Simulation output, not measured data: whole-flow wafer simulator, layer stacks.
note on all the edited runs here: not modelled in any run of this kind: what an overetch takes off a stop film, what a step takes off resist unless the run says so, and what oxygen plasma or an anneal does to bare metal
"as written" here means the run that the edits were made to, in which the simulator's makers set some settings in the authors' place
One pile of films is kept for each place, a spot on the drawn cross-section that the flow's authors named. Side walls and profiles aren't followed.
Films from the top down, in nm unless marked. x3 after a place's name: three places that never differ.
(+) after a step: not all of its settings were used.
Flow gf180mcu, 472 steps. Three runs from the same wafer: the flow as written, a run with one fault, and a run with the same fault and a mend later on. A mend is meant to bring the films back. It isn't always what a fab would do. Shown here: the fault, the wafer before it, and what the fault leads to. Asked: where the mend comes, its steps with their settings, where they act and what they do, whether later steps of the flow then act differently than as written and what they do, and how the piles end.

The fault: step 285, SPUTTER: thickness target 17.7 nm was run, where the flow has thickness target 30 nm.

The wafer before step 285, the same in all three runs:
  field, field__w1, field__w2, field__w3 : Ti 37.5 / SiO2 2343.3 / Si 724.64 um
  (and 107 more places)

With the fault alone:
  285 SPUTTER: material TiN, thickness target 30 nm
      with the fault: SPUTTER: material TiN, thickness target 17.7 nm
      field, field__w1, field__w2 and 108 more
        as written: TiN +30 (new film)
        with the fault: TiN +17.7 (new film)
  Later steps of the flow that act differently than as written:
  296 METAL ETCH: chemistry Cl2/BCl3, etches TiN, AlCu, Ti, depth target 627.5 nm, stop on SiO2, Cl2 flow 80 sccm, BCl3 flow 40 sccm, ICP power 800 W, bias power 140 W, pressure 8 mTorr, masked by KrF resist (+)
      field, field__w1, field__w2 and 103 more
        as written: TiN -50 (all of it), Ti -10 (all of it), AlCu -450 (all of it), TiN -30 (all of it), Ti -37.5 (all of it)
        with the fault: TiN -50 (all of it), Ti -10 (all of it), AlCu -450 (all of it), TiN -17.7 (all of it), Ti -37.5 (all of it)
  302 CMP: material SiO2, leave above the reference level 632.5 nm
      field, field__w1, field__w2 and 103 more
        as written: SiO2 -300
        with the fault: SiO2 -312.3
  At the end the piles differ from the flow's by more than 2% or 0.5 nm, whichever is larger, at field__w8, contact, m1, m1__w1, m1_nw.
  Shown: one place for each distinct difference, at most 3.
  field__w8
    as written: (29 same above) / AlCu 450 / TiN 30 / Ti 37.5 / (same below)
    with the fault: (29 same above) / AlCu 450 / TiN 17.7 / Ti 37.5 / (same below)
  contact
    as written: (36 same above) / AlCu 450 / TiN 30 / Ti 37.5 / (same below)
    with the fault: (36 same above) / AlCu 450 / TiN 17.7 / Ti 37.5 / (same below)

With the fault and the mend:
  The mend comes after step 285.
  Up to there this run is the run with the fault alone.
  285a SPUTTER: material TiN, thickness target 12.3 nm (the flow's step 285 once more, with other settings)
      field, field__w1, field__w2 and 108 more
        TiN +12.3
  No later step of the flow acts differently than as written at any place that is followed.
  At the end the piles are the same as the flow's at every place that both follow.
